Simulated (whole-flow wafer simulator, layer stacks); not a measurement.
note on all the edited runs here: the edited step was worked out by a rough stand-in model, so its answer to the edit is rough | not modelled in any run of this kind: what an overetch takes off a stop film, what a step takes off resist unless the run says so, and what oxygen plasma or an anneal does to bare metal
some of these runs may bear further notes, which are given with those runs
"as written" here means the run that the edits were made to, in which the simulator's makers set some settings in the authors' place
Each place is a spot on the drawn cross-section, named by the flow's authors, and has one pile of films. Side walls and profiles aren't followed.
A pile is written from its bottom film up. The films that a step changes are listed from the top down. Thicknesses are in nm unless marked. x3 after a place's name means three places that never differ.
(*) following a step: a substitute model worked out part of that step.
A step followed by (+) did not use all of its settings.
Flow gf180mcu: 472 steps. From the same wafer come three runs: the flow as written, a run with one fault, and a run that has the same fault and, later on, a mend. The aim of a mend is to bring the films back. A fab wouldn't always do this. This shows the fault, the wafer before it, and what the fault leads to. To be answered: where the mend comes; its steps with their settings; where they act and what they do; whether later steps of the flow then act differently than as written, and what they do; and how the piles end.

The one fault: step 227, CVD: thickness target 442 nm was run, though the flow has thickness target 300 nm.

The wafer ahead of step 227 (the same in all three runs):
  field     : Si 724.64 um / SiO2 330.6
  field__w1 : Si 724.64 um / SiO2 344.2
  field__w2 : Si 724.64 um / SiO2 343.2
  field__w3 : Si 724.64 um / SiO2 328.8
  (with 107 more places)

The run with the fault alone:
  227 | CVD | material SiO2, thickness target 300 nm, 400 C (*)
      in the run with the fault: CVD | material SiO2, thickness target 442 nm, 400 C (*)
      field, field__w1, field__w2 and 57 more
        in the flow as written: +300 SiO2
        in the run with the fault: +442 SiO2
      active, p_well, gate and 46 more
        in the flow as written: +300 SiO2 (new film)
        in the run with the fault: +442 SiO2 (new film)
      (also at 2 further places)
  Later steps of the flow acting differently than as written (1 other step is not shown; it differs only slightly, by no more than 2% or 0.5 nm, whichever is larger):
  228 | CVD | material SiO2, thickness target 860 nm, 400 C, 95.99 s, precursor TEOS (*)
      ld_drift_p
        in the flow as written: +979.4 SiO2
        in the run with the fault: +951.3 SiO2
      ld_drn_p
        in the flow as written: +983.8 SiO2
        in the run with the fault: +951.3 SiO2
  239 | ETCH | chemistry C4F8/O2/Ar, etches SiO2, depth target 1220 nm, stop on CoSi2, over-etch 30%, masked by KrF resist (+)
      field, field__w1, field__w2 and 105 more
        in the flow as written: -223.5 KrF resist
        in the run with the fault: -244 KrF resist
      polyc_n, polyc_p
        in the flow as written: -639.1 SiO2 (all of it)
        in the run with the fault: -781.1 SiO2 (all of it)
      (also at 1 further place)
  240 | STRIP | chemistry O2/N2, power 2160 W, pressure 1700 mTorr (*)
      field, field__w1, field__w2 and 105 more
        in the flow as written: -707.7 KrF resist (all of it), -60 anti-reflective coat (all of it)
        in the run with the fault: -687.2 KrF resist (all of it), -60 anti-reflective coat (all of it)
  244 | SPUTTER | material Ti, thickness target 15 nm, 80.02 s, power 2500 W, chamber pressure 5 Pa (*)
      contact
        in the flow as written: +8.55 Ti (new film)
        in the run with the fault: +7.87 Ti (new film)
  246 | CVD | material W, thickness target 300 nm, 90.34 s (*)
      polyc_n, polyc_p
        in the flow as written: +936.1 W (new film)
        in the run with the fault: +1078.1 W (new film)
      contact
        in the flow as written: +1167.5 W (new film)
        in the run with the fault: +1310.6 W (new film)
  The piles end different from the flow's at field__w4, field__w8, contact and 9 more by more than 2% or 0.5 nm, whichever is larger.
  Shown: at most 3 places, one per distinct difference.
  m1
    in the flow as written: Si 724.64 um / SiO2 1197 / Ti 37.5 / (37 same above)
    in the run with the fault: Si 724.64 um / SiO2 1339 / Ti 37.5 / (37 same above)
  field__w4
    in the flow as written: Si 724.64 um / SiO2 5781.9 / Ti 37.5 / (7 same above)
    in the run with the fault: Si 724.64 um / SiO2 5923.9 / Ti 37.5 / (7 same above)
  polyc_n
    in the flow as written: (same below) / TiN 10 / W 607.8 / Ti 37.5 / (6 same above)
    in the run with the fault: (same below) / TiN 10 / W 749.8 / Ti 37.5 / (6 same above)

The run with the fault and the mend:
  The mend stands after step 227.
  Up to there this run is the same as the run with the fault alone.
  227a | WET ETCH | chemistry dHF, depth target 142 nm, 25 C, dilution 100:1 (*) (the flow's step 17, run once more with other settings)
      field, field__w1, field__w2 and 108 more
        -142 SiO2
  Later steps of the flow acting differently than as written:
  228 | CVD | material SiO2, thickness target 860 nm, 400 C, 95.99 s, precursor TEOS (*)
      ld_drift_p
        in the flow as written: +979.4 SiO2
        in the run with the mend: +951.3 SiO2
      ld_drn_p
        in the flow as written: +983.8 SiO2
        in the run with the mend: +951.3 SiO2
  By the end, the piles equal the flow's at every place that both follow.
